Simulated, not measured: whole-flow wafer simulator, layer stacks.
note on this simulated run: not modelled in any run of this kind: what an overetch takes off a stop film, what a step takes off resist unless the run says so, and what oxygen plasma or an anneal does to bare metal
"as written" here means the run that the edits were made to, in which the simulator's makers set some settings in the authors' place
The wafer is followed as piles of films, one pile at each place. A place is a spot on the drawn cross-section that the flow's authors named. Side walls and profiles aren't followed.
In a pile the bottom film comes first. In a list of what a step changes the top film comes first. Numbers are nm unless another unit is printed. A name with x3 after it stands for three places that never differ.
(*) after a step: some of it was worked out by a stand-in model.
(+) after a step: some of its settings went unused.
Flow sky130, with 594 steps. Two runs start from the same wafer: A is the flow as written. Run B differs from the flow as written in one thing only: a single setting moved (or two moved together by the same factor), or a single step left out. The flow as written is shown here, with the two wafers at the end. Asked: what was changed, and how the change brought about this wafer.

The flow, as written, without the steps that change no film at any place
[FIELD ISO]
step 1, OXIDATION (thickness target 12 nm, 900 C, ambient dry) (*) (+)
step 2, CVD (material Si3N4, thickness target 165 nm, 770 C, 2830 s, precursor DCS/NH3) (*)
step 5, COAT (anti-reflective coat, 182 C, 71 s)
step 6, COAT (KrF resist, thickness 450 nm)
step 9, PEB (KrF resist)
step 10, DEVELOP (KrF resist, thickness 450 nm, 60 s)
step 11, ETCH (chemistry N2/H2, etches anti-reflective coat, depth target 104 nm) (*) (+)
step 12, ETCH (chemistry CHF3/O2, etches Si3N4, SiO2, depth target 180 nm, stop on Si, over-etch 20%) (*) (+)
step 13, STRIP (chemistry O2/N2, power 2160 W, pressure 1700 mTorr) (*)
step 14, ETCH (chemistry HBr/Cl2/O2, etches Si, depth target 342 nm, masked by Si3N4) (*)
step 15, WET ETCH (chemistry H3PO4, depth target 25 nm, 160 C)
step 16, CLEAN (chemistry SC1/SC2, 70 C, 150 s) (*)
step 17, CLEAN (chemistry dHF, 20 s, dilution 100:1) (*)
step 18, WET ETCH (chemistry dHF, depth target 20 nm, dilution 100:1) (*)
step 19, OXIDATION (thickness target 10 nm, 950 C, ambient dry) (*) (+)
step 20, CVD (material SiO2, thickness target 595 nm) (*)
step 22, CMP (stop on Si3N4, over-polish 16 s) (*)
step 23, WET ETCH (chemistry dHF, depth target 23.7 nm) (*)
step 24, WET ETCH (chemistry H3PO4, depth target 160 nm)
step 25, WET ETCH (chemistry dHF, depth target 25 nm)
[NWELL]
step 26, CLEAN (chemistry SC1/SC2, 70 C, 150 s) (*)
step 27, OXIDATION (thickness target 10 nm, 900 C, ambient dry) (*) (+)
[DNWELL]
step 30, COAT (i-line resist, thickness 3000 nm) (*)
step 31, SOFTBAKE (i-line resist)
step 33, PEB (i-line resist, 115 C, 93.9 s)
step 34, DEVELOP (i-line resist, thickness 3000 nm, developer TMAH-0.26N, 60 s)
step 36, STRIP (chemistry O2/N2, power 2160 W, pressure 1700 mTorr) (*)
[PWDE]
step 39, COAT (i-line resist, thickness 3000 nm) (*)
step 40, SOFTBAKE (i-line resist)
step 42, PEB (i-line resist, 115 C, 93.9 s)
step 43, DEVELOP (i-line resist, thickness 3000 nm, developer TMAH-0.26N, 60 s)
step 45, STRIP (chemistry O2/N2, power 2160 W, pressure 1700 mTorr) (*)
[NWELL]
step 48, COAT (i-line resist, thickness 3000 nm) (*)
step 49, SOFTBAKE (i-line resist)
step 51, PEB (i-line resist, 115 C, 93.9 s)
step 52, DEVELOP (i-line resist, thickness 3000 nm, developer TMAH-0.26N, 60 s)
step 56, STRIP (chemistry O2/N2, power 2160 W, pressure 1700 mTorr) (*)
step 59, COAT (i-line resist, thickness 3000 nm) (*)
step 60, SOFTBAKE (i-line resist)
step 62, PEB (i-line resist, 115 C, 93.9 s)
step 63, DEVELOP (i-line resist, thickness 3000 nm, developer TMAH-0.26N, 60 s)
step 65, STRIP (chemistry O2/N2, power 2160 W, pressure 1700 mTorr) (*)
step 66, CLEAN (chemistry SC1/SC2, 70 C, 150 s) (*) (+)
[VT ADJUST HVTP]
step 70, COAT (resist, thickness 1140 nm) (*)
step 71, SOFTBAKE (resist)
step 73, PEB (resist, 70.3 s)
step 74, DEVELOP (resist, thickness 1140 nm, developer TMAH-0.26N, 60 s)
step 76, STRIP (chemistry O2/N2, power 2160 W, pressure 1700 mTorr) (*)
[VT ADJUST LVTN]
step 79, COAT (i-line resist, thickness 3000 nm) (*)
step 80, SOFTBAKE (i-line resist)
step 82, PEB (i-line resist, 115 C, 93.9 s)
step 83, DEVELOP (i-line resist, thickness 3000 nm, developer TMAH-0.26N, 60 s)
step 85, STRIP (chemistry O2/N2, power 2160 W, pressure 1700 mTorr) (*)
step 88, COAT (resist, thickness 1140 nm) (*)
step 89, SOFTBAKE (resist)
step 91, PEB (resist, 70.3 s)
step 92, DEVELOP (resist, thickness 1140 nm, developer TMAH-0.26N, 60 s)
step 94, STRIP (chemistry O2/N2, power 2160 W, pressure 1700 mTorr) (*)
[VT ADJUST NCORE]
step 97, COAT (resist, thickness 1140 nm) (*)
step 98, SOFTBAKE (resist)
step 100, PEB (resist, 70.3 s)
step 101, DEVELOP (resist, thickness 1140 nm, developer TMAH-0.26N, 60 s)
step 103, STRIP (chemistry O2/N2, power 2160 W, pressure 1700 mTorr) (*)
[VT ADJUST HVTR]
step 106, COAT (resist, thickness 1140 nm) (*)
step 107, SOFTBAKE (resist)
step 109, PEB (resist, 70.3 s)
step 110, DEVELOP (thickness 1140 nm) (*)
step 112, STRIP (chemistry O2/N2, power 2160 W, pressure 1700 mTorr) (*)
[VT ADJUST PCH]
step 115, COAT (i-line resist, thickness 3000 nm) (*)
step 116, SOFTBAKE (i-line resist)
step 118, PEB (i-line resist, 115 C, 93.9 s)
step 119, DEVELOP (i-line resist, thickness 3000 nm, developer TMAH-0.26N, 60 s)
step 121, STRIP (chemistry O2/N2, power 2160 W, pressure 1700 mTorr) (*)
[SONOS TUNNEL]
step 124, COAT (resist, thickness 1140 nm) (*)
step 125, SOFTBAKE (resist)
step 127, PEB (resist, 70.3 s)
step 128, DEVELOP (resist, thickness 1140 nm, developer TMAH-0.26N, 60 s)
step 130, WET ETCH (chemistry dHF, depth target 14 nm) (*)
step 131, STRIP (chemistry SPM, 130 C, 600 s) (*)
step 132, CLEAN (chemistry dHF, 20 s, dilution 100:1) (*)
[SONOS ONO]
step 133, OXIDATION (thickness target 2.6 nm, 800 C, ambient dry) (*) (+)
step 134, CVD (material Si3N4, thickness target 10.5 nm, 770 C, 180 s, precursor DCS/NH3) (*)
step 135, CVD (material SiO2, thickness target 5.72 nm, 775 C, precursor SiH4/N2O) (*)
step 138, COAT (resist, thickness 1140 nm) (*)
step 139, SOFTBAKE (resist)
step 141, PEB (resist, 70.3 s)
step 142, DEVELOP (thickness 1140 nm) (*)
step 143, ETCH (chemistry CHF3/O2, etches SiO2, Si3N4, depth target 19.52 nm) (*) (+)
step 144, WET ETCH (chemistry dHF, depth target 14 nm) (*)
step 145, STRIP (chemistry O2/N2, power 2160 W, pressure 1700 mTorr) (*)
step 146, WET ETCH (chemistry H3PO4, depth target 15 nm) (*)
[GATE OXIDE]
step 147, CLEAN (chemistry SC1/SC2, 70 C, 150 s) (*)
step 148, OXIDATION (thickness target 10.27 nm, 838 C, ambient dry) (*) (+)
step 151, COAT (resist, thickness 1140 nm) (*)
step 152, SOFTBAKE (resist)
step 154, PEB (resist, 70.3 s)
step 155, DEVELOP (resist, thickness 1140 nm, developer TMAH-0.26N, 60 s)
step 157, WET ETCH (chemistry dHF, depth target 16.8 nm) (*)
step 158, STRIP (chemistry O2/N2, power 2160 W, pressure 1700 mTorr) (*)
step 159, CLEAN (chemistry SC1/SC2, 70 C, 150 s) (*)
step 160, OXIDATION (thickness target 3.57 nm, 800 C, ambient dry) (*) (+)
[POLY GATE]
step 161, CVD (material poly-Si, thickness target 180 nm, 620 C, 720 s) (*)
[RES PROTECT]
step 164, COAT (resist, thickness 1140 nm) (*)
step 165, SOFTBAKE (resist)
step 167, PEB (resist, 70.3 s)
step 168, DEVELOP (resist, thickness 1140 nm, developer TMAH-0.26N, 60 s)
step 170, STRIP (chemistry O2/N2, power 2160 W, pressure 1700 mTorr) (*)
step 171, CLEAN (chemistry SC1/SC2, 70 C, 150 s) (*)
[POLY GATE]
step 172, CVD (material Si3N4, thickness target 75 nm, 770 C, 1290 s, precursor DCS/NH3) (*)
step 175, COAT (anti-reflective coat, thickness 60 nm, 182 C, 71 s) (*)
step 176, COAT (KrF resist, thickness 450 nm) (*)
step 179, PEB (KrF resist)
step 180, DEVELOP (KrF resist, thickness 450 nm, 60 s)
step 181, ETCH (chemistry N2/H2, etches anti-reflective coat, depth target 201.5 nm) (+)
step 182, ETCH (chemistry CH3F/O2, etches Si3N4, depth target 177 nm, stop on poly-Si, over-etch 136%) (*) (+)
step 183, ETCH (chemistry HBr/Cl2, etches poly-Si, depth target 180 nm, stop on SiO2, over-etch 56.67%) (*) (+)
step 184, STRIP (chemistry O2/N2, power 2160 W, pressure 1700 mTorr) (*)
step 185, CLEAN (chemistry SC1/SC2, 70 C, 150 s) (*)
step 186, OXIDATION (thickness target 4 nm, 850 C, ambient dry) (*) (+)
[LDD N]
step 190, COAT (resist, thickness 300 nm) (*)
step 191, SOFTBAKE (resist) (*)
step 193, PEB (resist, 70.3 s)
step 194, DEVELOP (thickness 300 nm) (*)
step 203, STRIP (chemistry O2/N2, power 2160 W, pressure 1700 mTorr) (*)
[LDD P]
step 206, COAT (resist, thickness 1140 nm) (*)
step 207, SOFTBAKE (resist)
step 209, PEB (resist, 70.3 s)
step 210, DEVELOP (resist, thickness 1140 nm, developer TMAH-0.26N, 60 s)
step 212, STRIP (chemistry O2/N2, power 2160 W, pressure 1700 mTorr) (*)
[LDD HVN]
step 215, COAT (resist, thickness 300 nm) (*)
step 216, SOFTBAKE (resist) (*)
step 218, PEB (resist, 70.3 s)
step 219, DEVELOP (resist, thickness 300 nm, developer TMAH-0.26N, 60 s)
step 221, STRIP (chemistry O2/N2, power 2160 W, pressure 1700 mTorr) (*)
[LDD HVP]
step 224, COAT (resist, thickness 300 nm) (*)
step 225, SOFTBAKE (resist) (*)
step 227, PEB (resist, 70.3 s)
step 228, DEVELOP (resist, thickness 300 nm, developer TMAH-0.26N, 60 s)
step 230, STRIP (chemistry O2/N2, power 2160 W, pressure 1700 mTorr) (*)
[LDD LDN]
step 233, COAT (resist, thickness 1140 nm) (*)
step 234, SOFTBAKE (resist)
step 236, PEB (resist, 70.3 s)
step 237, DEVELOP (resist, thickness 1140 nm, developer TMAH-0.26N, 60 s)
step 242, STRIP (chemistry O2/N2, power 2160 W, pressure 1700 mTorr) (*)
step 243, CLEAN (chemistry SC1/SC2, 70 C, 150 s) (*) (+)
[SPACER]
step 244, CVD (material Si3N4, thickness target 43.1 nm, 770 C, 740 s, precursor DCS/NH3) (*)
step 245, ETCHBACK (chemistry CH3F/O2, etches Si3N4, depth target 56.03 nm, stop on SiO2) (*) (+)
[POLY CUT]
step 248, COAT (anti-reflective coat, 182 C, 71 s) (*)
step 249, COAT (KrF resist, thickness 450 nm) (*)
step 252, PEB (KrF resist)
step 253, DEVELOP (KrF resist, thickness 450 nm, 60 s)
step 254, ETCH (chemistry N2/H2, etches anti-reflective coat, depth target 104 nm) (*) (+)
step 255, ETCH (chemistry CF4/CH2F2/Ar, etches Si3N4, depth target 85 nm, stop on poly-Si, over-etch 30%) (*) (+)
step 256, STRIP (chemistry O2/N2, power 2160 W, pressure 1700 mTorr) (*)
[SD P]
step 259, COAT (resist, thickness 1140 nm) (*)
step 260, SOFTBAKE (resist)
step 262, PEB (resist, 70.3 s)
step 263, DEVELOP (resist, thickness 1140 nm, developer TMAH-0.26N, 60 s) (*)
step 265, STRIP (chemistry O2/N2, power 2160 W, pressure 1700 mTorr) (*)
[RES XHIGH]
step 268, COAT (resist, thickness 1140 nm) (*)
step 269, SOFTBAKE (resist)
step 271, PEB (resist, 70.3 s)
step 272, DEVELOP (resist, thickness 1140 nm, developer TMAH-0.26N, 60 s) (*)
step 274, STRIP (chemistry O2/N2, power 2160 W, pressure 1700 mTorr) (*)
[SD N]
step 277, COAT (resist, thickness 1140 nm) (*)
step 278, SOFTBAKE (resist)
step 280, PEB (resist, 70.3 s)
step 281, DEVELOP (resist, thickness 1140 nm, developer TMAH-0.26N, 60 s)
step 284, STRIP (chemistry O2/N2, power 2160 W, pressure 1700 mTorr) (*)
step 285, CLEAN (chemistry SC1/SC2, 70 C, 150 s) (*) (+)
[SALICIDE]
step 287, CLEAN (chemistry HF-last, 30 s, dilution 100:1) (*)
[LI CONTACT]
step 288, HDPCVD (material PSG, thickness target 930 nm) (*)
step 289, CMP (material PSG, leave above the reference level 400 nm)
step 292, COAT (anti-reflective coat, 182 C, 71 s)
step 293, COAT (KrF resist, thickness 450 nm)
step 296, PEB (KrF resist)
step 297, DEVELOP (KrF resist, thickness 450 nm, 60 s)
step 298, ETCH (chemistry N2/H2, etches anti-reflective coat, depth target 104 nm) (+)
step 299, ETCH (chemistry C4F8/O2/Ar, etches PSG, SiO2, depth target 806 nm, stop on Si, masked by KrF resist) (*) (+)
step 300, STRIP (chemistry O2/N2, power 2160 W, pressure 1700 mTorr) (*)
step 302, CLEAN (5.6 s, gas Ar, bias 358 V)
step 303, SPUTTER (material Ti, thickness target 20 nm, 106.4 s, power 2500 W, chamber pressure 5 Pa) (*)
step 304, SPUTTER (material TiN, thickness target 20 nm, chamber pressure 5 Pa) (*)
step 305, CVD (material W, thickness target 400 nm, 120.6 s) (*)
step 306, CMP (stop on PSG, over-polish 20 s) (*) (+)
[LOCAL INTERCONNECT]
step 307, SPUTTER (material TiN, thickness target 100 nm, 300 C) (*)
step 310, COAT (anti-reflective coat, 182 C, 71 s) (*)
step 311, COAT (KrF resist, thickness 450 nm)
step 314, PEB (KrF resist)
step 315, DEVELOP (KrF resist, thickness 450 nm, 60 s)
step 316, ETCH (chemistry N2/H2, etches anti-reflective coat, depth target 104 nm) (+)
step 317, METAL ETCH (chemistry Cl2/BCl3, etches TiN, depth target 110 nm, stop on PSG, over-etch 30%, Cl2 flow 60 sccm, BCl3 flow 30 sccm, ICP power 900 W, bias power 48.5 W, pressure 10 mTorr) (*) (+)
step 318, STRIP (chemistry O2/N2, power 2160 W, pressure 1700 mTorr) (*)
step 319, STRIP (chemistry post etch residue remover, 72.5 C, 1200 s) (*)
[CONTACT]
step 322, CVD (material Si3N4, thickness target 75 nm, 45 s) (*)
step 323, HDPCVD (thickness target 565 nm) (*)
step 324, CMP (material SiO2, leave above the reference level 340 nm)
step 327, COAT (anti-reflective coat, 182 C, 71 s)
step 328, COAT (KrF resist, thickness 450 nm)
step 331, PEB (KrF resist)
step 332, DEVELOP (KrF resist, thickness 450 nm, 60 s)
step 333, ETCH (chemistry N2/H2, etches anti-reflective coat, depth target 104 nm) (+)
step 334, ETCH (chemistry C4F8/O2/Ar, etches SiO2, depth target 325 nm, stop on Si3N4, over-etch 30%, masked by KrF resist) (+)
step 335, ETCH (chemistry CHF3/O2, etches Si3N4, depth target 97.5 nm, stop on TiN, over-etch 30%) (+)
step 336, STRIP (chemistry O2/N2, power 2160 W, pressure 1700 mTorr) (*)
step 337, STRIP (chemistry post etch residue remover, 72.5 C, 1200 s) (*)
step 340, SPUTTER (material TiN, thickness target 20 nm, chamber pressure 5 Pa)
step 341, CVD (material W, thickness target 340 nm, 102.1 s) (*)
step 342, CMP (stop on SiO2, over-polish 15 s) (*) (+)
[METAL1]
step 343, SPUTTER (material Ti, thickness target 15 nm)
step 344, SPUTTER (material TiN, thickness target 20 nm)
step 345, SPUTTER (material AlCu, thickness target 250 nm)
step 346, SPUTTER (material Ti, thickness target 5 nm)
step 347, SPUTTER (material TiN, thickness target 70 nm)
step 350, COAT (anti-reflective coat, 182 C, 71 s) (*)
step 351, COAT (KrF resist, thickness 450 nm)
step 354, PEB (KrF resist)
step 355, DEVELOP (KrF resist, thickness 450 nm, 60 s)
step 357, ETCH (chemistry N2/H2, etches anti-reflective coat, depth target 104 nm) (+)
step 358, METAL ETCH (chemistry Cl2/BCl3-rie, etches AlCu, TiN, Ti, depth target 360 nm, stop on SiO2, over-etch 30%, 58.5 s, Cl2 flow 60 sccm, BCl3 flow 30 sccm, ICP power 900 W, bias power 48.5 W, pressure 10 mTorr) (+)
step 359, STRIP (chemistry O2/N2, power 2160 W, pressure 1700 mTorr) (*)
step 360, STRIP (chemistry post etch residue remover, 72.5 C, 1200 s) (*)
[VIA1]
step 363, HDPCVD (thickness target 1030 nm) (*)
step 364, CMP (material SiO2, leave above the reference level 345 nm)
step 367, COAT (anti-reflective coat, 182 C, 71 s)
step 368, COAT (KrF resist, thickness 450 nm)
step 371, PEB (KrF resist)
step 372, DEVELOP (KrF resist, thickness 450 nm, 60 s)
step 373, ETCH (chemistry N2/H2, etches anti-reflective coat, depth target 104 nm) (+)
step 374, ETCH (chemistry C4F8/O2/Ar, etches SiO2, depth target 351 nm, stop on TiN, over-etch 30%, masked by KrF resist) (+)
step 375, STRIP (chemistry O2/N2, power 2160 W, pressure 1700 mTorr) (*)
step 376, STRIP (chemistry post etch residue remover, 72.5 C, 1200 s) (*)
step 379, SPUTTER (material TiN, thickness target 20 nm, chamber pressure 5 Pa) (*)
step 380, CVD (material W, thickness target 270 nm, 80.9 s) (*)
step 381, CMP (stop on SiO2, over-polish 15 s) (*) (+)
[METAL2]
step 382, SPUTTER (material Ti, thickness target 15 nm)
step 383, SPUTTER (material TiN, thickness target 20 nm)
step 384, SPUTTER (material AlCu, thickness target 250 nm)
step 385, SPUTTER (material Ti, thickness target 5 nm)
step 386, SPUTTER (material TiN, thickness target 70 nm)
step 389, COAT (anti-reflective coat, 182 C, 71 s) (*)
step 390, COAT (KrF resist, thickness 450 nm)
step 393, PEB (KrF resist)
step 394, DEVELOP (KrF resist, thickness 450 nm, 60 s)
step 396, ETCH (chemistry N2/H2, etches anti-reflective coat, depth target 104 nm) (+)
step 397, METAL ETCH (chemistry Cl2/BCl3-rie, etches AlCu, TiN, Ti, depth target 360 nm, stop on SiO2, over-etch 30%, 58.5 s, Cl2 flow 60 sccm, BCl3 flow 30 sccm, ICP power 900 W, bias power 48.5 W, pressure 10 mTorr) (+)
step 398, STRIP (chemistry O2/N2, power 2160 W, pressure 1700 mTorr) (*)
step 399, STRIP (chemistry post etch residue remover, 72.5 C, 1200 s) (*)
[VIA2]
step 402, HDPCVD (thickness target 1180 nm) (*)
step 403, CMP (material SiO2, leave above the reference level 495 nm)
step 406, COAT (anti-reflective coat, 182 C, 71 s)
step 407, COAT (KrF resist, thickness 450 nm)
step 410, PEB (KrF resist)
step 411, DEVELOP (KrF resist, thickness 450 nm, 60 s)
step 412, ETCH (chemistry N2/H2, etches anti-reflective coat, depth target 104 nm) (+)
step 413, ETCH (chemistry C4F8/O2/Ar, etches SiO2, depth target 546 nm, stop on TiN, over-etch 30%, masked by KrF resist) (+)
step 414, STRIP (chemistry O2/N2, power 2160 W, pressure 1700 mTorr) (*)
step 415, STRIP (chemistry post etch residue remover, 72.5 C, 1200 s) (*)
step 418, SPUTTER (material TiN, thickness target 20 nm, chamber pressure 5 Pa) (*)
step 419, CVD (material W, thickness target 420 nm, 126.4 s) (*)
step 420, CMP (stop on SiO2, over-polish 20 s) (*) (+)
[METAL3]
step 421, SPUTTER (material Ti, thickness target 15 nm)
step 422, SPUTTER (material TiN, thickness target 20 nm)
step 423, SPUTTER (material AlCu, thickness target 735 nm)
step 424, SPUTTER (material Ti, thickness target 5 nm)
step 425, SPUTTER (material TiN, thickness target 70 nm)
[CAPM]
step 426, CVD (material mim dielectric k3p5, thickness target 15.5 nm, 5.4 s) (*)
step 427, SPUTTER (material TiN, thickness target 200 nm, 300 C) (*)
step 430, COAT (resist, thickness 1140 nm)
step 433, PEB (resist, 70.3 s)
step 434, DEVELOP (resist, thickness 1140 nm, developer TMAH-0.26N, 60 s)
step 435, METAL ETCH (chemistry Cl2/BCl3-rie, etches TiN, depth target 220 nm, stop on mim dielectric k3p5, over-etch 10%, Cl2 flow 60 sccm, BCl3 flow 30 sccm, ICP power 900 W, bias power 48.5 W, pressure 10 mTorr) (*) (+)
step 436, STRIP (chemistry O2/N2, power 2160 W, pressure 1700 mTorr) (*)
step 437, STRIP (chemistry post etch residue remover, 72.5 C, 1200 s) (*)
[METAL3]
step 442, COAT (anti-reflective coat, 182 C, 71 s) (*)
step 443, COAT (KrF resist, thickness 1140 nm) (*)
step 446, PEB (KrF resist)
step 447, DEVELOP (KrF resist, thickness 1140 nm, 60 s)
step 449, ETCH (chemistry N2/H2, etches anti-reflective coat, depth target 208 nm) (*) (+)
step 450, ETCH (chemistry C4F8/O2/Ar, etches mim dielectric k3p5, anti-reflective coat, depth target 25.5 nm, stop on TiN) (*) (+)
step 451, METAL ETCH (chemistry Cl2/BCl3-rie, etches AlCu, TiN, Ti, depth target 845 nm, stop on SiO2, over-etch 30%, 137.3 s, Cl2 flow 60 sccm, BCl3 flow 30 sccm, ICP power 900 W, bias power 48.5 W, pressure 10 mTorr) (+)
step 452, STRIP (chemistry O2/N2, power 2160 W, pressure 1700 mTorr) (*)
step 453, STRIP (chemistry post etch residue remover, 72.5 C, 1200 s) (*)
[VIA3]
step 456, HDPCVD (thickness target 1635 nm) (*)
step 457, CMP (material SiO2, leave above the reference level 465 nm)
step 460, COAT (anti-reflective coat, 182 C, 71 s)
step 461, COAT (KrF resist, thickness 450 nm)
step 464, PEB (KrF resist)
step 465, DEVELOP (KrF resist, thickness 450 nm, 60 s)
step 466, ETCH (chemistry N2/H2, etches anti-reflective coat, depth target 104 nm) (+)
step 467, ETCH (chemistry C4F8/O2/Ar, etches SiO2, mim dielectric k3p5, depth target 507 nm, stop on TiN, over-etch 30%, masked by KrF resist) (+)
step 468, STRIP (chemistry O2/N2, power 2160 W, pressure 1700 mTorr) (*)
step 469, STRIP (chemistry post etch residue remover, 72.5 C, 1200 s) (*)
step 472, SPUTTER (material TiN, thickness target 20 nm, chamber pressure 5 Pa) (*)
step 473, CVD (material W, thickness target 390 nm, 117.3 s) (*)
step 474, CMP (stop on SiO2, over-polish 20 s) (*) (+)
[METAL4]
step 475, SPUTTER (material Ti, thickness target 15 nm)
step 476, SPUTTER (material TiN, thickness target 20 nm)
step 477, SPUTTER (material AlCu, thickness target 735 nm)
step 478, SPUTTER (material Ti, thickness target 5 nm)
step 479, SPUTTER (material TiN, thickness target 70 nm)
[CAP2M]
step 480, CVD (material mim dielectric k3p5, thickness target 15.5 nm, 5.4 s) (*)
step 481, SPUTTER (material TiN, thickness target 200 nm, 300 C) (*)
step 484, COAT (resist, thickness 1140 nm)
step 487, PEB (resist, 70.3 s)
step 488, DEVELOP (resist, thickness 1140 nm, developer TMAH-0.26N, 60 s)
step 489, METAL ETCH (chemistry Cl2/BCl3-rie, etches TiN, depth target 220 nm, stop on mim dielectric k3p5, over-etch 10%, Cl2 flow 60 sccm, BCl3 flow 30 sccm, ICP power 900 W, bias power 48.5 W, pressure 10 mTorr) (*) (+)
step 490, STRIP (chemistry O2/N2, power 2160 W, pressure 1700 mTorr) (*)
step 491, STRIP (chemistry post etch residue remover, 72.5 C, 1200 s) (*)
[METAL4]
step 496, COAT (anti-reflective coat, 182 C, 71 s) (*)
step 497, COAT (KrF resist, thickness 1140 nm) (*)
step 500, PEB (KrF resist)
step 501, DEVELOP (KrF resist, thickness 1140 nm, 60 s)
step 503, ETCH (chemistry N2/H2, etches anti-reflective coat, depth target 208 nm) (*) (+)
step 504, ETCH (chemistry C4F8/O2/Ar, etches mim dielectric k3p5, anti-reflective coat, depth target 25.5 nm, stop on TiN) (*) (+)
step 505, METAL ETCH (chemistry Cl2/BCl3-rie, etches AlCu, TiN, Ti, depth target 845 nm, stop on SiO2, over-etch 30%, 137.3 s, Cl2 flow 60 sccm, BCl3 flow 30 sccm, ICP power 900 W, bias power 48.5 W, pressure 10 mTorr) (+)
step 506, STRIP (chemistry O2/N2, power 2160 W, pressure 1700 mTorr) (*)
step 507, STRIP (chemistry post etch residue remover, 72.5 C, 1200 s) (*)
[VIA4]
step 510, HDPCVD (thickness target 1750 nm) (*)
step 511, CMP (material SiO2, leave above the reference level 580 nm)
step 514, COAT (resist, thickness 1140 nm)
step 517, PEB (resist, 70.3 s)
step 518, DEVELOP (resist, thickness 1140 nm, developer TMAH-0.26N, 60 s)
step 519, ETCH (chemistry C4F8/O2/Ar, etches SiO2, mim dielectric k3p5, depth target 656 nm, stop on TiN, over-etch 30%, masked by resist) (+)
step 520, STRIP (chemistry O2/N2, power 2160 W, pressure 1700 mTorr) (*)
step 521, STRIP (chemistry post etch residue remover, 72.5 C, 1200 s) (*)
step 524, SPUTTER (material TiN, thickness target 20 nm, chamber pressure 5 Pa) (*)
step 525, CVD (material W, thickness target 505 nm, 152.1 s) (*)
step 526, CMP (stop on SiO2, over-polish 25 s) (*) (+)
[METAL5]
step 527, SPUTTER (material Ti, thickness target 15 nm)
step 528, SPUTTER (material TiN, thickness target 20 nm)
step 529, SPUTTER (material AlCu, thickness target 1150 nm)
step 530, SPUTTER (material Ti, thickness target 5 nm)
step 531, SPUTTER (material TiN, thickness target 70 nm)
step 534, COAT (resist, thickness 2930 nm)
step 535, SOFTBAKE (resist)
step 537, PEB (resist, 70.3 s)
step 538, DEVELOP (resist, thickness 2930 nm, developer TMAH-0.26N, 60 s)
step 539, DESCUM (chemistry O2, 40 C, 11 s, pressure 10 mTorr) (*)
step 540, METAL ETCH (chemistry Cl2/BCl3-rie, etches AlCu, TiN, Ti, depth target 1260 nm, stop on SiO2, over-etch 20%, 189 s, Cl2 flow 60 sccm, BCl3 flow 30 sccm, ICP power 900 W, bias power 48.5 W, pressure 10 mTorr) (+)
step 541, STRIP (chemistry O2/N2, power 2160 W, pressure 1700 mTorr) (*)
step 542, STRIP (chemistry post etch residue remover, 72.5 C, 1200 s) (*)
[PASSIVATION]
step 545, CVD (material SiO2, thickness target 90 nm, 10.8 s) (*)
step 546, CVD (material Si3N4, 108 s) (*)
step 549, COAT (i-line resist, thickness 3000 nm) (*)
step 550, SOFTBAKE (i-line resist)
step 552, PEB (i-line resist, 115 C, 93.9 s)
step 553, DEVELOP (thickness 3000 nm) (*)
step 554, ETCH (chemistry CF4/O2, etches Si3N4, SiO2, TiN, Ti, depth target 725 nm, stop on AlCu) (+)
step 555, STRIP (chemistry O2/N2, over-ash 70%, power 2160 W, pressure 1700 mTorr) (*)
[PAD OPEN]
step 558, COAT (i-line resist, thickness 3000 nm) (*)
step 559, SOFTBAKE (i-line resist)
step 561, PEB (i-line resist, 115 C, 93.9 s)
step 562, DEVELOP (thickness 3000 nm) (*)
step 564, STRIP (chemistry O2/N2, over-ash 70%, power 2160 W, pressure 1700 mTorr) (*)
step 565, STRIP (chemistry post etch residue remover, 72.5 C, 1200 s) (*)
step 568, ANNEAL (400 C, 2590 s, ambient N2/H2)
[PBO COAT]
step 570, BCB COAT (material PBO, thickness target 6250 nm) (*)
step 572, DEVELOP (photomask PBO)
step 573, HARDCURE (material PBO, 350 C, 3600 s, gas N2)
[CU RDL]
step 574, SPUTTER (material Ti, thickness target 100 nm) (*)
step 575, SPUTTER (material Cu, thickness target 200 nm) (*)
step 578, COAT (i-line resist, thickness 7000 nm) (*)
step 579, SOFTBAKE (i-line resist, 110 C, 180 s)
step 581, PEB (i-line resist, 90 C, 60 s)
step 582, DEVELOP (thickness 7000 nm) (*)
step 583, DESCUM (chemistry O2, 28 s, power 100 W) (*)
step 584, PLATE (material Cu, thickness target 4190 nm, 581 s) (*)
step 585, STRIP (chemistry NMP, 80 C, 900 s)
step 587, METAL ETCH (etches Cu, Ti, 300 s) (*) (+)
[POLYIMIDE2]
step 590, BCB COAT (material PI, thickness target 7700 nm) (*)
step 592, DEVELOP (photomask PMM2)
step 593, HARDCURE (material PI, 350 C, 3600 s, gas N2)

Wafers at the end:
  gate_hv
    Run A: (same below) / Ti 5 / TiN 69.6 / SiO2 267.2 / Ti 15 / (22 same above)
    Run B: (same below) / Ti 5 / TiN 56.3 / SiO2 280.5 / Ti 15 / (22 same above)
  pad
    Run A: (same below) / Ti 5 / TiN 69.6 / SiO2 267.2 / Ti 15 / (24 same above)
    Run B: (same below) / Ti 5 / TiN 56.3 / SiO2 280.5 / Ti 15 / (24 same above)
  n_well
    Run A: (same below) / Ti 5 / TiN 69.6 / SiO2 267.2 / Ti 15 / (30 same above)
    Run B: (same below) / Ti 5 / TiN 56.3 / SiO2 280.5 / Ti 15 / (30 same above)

The reason: step 347, SPUTTER: thickness target 56.7 nm was run, whereas the flow has thickness target 70 nm.

How this came from the change, step by step:
  step 347, SPUTTER (material TiN, thickness target 70 nm)
      field, active, n_well and 188 more: A +70 TiN (new film) | B +56.7 TiN (new film)
  step 358, METAL ETCH (chemistry Cl2/BCl3-rie, etches AlCu, TiN, Ti, depth target 360 nm, stop on SiO2, over-etch 30%, 58.5 s, Cl2 flow 60 sccm, BCl3 flow 30 sccm, ICP power 900 W, bias power 48.5 W, pressure 10 mTorr) (+)
      field, active, gate and 81 more: A -68.7 TiN (all of it), -5 Ti (all of it), -250 AlCu (all of it), -20 TiN (all of it), -15 Ti (all of it), -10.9 SiO2 | B -55.4 TiN (all of it), -5 Ti (all of it), -250 AlCu (all of it), -20 TiN (all of it), -15 Ti (all of it), -12.3 SiO2
  step 374, ETCH (chemistry C4F8/O2/Ar, etches SiO2, depth target 351 nm, stop on TiN, over-etch 30%, masked by KrF resist) (+)
      m1, via1_hole: A -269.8 SiO2 (all of it) | B -283.1 SiO2 (all of it)
  step 380, CVD (material W, thickness target 270 nm, 80.9 s) (*)
      m1, via1_hole: A +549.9 W (new film) | B +563.4 W (new film)
